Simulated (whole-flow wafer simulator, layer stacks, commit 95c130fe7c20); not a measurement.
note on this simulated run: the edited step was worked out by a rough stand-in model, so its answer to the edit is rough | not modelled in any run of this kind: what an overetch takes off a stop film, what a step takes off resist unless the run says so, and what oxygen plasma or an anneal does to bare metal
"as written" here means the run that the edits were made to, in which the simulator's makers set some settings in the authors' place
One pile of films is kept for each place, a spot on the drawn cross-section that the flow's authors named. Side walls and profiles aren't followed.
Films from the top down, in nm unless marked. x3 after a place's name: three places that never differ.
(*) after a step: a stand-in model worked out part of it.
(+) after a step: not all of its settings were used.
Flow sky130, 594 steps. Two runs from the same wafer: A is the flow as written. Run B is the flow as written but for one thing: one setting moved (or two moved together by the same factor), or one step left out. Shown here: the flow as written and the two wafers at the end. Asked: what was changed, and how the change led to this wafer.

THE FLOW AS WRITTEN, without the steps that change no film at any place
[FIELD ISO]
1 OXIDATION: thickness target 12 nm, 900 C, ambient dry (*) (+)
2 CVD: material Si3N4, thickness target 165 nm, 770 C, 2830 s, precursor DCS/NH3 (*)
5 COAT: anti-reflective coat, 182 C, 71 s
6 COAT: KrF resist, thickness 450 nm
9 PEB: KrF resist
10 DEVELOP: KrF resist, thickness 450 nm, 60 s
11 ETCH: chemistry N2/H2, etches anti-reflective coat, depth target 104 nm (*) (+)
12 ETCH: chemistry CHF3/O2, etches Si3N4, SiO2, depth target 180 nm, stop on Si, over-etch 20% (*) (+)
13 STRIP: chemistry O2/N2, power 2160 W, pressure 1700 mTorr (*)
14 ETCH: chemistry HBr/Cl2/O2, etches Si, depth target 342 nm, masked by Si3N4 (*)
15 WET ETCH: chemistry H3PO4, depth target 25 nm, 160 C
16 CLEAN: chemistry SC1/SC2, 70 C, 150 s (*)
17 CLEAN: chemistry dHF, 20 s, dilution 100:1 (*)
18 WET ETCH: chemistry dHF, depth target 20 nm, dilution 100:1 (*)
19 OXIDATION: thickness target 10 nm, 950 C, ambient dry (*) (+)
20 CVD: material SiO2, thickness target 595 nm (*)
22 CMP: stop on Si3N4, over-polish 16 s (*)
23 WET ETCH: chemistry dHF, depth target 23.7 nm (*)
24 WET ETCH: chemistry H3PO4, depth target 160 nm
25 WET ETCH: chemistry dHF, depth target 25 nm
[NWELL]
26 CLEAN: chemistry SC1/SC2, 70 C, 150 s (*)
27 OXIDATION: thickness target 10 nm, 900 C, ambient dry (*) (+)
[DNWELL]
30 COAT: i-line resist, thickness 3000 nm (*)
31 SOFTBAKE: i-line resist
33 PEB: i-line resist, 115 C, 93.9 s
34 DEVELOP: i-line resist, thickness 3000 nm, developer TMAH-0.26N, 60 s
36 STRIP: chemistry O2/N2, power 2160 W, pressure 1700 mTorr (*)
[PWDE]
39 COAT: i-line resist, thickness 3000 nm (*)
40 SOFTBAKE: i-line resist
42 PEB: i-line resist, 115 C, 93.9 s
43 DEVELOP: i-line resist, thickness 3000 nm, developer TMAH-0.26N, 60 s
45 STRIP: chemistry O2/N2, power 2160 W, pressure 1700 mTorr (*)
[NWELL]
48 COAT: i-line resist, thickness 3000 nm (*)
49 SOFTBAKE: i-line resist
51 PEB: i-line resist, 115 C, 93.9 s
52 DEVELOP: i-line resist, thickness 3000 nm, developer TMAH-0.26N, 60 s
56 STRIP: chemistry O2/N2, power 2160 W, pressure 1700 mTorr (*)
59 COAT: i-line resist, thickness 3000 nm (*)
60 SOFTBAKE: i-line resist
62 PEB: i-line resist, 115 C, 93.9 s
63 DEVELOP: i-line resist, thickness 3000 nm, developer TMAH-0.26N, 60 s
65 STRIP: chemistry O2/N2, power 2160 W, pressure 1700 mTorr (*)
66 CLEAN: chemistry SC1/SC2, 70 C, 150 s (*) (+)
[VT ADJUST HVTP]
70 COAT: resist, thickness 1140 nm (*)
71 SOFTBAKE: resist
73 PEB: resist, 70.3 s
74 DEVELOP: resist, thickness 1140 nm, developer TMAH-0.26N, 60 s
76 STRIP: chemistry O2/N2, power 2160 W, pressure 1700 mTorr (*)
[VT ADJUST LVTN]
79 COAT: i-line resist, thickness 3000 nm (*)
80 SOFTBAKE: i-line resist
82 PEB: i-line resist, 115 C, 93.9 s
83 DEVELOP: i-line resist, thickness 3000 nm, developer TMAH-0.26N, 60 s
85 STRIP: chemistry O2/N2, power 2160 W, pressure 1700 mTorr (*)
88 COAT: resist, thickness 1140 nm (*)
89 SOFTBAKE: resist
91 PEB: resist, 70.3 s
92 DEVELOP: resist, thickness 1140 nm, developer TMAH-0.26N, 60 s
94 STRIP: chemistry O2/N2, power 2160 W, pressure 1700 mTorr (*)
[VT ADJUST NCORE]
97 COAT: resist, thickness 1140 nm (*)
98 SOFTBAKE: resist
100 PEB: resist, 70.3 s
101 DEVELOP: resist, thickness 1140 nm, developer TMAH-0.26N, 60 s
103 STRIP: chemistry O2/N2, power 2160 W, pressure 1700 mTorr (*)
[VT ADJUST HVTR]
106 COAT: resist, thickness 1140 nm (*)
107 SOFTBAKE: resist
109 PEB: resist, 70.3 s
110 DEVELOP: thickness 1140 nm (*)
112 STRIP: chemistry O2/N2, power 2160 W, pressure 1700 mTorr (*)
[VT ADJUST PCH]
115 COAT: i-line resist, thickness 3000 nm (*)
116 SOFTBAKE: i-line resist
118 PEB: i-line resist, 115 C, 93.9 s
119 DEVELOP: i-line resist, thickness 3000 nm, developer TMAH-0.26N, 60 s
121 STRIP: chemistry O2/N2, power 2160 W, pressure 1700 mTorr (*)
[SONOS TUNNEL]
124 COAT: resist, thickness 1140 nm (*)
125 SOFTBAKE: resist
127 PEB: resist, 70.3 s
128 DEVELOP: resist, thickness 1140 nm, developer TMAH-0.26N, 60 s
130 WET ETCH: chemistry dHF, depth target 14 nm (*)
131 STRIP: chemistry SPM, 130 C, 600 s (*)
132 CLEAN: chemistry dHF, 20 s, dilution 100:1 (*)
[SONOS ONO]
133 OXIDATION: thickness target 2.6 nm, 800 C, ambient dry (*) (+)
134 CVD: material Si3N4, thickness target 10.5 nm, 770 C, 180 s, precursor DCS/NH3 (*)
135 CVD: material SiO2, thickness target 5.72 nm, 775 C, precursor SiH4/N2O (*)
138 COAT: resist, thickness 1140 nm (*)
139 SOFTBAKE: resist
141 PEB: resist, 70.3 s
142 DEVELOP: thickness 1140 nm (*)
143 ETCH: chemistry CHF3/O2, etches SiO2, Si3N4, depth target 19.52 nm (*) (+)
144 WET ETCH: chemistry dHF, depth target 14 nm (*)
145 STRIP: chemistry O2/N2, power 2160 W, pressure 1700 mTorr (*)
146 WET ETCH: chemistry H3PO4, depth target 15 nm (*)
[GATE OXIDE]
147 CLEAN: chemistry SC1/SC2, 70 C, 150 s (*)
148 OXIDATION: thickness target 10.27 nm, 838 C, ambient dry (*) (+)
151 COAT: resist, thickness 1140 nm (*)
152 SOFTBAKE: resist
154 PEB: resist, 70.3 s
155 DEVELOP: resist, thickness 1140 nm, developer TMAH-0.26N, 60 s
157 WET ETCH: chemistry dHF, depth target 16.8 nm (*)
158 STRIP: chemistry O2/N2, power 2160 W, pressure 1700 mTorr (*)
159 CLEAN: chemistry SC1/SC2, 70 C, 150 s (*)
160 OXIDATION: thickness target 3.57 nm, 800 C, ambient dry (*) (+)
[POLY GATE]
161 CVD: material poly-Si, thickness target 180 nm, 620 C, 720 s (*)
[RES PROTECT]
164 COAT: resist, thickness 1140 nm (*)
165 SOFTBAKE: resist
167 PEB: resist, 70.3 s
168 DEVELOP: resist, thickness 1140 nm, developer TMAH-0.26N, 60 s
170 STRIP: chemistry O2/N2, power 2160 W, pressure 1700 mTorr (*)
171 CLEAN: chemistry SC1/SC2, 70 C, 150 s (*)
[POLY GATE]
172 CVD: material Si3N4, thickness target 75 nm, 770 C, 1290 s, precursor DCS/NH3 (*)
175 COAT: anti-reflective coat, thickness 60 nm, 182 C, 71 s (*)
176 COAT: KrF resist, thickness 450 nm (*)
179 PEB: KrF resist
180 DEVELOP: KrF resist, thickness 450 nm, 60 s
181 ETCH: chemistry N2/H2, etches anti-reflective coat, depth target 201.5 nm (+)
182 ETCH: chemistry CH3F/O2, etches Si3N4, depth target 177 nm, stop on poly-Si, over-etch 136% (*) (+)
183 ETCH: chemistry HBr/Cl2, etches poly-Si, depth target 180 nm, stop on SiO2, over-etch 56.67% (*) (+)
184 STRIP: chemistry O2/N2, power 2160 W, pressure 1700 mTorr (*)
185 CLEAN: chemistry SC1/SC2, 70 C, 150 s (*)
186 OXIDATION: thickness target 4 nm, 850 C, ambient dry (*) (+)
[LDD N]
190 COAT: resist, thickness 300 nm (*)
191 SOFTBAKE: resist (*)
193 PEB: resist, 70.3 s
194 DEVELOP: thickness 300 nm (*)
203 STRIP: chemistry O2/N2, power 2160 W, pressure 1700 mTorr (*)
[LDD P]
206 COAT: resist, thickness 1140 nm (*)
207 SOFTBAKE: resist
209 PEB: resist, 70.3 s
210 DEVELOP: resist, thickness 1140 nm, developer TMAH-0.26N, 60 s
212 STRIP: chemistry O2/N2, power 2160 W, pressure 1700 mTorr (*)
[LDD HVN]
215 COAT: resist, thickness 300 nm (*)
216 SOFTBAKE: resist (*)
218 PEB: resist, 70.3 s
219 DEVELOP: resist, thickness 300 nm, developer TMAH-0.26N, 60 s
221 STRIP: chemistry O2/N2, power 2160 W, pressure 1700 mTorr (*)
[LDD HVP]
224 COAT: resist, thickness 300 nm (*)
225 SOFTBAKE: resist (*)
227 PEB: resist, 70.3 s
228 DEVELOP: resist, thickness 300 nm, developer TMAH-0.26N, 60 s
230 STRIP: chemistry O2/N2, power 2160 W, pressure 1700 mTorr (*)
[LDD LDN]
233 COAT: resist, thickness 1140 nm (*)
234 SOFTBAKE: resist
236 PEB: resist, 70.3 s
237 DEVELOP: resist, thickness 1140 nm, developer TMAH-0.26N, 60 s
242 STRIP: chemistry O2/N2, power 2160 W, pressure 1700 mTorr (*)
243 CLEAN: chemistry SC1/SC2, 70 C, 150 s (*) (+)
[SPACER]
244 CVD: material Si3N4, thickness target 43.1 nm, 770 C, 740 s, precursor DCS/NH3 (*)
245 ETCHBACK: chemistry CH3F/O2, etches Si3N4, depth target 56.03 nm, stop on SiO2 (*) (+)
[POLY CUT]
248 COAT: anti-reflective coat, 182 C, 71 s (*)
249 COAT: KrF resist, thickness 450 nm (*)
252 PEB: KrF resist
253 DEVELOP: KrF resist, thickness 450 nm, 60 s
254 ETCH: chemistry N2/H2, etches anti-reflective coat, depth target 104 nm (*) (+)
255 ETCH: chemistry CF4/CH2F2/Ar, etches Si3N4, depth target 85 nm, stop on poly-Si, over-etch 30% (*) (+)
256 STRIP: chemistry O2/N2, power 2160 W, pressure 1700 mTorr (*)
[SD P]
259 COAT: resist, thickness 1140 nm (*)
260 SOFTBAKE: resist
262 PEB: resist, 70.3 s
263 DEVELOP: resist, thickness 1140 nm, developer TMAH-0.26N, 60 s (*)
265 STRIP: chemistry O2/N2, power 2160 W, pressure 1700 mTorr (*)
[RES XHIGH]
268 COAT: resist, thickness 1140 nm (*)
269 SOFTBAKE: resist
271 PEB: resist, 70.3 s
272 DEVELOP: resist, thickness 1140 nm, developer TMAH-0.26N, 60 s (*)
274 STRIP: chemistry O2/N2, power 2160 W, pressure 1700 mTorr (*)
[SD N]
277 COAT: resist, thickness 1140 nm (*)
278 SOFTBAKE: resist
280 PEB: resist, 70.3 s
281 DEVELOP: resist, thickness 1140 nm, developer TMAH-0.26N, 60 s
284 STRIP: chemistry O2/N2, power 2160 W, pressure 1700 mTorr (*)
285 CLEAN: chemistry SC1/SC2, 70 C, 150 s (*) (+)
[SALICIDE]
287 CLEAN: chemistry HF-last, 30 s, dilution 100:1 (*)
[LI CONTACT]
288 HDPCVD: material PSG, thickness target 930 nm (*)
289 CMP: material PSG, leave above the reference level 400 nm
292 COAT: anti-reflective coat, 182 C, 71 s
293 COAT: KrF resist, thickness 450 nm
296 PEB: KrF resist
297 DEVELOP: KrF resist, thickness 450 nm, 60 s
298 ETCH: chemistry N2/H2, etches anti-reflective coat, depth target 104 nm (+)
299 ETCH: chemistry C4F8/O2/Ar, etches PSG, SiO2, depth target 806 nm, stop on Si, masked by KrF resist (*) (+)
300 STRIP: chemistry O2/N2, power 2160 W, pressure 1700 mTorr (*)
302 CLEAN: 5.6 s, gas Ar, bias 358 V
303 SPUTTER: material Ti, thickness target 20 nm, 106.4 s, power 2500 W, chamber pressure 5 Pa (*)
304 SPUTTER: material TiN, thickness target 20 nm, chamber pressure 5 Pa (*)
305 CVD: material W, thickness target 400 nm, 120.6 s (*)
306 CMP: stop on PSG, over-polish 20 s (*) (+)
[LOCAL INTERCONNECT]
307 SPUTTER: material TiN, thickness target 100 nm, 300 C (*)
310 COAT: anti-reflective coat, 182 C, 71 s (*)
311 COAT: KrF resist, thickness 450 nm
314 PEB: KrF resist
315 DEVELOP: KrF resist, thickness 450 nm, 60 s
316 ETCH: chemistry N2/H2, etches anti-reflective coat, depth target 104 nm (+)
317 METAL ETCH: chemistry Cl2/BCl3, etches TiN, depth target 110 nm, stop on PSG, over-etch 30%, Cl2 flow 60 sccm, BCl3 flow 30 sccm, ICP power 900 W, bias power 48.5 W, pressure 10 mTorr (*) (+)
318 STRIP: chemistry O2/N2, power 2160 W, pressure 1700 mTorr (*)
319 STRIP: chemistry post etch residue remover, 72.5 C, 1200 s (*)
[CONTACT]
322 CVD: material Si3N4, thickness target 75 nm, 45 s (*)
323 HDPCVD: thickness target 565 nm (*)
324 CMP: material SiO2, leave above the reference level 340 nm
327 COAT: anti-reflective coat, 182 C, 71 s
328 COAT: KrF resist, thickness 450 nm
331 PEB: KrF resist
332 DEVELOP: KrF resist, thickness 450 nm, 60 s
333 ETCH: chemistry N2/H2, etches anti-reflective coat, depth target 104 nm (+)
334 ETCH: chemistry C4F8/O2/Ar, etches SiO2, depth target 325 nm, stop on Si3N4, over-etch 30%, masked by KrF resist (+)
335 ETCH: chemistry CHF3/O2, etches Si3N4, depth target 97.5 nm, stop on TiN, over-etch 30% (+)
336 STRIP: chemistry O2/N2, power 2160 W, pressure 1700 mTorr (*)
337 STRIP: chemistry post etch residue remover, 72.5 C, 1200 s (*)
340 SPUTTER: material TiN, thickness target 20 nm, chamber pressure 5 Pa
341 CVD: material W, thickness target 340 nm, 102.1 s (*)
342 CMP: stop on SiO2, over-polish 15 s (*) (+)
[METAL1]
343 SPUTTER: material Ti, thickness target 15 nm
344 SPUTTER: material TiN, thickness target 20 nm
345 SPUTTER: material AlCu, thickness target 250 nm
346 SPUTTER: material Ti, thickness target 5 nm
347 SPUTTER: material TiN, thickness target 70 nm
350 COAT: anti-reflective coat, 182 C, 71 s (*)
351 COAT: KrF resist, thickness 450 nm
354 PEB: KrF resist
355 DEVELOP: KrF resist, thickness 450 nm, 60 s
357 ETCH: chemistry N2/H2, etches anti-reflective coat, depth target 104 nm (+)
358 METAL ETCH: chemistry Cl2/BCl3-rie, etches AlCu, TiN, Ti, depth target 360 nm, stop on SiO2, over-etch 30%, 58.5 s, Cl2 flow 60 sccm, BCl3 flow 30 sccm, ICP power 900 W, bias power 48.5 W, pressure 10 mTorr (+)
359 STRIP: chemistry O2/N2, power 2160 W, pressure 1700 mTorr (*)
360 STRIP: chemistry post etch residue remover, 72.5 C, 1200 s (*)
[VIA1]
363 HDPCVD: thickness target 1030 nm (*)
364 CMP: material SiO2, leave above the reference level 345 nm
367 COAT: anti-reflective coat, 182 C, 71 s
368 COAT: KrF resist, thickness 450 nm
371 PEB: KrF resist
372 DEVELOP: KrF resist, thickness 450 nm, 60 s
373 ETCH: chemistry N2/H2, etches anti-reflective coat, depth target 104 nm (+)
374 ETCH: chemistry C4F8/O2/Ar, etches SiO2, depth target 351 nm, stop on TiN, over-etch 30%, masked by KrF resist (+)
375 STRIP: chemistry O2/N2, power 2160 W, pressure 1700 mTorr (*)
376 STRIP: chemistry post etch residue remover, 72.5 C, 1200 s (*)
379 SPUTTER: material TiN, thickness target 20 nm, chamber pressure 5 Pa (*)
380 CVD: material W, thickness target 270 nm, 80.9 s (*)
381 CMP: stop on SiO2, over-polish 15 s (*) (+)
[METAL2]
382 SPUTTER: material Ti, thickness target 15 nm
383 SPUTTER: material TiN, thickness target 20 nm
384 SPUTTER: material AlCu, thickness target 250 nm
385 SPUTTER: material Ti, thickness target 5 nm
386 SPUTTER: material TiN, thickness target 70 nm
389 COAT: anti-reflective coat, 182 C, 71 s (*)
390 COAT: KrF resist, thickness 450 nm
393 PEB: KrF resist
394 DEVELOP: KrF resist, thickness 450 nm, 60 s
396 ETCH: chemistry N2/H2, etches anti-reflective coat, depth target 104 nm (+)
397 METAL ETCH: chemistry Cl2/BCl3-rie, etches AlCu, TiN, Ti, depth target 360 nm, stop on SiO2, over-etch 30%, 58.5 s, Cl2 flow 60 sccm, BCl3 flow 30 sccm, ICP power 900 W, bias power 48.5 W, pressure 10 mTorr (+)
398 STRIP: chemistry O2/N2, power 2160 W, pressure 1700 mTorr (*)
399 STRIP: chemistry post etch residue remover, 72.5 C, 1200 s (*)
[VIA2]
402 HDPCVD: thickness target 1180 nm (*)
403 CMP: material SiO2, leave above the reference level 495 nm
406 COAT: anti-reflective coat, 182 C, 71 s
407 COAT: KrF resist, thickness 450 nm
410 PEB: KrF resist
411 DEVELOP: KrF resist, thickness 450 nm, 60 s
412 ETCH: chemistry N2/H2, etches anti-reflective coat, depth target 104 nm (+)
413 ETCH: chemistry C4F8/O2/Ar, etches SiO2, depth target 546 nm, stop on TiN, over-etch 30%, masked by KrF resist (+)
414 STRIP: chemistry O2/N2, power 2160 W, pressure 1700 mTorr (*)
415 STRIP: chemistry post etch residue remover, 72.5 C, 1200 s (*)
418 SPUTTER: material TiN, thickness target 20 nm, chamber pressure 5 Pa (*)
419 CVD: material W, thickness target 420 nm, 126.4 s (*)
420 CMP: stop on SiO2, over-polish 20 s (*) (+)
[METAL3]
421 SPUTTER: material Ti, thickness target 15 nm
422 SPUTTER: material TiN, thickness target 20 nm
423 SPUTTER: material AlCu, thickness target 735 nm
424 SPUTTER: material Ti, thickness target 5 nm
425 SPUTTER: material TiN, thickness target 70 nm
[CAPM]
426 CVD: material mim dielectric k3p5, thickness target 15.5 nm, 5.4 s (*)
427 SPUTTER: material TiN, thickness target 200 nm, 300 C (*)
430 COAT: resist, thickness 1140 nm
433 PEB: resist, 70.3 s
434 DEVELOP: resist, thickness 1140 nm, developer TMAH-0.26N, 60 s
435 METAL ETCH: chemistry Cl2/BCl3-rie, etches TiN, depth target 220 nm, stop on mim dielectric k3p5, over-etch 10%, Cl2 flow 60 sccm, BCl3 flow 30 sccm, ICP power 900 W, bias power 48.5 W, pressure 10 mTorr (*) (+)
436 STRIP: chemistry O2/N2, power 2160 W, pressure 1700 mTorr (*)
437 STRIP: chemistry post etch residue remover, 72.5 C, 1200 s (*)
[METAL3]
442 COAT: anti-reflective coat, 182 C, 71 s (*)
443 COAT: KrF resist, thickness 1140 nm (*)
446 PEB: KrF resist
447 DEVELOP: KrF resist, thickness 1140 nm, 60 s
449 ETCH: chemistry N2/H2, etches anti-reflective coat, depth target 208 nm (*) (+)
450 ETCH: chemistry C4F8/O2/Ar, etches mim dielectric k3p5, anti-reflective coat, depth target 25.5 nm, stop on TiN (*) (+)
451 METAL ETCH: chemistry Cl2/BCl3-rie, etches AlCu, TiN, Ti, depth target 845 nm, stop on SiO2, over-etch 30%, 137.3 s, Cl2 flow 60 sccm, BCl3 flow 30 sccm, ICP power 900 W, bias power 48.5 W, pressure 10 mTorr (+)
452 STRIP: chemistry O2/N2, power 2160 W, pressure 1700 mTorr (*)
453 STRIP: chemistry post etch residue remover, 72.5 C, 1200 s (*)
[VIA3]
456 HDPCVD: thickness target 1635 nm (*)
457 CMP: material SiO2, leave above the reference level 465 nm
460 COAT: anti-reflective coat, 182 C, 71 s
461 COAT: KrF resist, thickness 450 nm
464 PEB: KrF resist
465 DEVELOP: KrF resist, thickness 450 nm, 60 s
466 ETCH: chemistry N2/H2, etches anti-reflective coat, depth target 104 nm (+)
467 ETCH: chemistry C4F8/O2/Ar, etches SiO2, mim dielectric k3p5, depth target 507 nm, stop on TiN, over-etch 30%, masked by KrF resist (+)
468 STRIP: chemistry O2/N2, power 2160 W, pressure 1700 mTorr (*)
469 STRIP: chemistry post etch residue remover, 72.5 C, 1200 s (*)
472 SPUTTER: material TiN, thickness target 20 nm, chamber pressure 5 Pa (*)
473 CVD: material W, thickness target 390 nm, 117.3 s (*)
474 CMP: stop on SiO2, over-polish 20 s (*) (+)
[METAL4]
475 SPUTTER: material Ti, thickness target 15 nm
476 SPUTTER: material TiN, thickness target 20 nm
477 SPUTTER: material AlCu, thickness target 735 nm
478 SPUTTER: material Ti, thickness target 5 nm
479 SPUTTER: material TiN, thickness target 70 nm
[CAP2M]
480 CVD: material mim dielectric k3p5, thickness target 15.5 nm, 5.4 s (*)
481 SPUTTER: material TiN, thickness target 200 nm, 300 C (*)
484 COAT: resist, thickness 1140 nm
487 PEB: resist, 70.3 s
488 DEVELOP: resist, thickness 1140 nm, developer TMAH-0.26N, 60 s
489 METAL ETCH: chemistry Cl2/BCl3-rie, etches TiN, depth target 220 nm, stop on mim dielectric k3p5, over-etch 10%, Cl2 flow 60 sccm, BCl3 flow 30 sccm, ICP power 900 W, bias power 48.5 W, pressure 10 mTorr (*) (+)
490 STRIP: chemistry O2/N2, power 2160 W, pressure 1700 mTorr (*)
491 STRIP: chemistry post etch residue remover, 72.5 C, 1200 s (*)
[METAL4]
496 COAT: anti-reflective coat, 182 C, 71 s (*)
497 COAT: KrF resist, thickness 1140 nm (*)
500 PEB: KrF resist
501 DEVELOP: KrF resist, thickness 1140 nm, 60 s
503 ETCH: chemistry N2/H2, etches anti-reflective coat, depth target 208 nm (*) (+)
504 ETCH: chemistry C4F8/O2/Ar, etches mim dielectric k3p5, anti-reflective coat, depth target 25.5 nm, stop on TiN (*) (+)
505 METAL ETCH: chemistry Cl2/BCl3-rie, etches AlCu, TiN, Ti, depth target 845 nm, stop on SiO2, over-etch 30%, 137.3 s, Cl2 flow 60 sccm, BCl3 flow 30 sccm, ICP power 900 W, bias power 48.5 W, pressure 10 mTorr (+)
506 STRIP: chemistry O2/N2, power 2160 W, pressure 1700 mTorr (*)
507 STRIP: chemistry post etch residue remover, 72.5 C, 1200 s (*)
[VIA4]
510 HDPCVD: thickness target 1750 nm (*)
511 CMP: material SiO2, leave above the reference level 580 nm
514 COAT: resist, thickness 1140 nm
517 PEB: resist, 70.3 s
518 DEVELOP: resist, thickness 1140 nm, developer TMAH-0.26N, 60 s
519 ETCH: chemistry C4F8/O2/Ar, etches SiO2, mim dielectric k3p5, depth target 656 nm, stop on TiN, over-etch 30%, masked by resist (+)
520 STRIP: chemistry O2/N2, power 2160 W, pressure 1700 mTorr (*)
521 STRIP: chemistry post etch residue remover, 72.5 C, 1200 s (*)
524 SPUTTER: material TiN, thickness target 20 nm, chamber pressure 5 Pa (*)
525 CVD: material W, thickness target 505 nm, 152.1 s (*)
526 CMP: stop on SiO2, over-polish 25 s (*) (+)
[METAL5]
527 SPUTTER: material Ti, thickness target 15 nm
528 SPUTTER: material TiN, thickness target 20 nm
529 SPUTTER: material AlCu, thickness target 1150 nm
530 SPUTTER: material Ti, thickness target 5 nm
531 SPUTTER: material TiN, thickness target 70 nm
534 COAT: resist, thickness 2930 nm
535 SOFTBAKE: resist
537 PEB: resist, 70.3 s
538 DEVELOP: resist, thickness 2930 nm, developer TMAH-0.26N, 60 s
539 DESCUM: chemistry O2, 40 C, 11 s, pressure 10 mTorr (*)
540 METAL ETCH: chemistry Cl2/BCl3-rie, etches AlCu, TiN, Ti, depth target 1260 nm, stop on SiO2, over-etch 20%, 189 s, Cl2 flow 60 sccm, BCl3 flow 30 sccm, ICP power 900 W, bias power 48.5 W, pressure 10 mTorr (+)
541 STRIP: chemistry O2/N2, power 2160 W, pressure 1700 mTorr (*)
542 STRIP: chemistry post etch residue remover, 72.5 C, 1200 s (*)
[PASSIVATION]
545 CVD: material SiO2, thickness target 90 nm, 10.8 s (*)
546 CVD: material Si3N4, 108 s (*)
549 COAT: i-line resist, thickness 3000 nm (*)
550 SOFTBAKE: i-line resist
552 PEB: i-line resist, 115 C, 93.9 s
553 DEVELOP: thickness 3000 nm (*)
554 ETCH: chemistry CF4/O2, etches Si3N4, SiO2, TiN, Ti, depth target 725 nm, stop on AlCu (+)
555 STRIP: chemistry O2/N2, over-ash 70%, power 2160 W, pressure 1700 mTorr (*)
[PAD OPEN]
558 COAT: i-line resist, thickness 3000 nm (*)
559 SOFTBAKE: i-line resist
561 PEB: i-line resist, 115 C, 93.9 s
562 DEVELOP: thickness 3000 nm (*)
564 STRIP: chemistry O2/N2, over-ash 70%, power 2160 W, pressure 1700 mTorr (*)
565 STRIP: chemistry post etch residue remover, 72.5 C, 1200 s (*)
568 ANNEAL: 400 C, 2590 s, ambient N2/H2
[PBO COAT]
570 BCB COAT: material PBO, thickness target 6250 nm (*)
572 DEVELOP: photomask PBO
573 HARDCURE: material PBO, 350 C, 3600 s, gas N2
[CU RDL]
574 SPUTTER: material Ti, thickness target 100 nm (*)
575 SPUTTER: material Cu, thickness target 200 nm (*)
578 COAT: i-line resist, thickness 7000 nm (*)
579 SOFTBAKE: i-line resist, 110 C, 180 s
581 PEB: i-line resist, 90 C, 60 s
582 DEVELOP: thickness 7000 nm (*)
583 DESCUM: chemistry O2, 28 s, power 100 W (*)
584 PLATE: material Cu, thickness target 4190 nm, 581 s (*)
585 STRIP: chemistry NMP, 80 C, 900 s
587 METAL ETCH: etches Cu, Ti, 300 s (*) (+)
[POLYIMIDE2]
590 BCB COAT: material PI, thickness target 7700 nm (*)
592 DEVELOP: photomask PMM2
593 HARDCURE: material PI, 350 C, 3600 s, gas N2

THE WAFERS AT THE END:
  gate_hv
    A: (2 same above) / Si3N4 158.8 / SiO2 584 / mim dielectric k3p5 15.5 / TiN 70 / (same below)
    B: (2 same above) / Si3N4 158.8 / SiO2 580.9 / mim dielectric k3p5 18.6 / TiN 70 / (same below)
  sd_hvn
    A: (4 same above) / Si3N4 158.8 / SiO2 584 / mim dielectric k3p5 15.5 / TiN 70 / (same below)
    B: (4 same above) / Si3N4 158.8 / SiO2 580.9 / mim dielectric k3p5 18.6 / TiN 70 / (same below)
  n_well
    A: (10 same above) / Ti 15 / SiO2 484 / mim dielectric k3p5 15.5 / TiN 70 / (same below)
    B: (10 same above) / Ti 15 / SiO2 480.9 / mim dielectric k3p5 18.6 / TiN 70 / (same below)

The cause: step 480, CVD: thickness target 18.6 nm was run, where the flow has thickness target 15.5 nm; step 480, CVD: 6.48 s was run, where the flow has 5.4 s.
It can be read off the wafer: gate_hv has mim dielectric k3p5 18.6, and step 480 as written asks for 15.5 nm.

How the change led to this, step by step:
  480 CVD: material mim dielectric k3p5, thickness target 15.5 nm, 5.4 s (*)
      field, active, n_well and 189 more: A mim dielectric k3p5 +15.5 (new film) | B mim dielectric k3p5 +18.6 (new film)
  504 ETCH: chemistry C4F8/O2/Ar, etches mim dielectric k3p5, anti-reflective coat, depth target 25.5 nm, stop on TiN (*) (+)
      n_well, p_well, gate_hv and 102 more: A KrF resist -15.5 | B KrF resist -17
      field, active, gate and 85 more: A mim dielectric k3p5 -15.5 (all of it) | B mim dielectric k3p5 -18.6 (all of it)
  519 ETCH: chemistry C4F8/O2/Ar, etches SiO2, mim dielectric k3p5, depth target 656 nm, stop on TiN, over-etch 30%, masked by resist (+)
      m1: A SiO2 -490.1 (all of it), mim dielectric k3p5 -15.5 (all of it) | B SiO2 -487 (all of it), mim dielectric k3p5 -18.6 (all of it)
      via4_hole: A SiO2 -489.5 (all of it), mim dielectric k3p5 -15.5 (all of it) | B SiO2 -486.4 (all of it), mim dielectric k3p5 -18.6 (all of it)
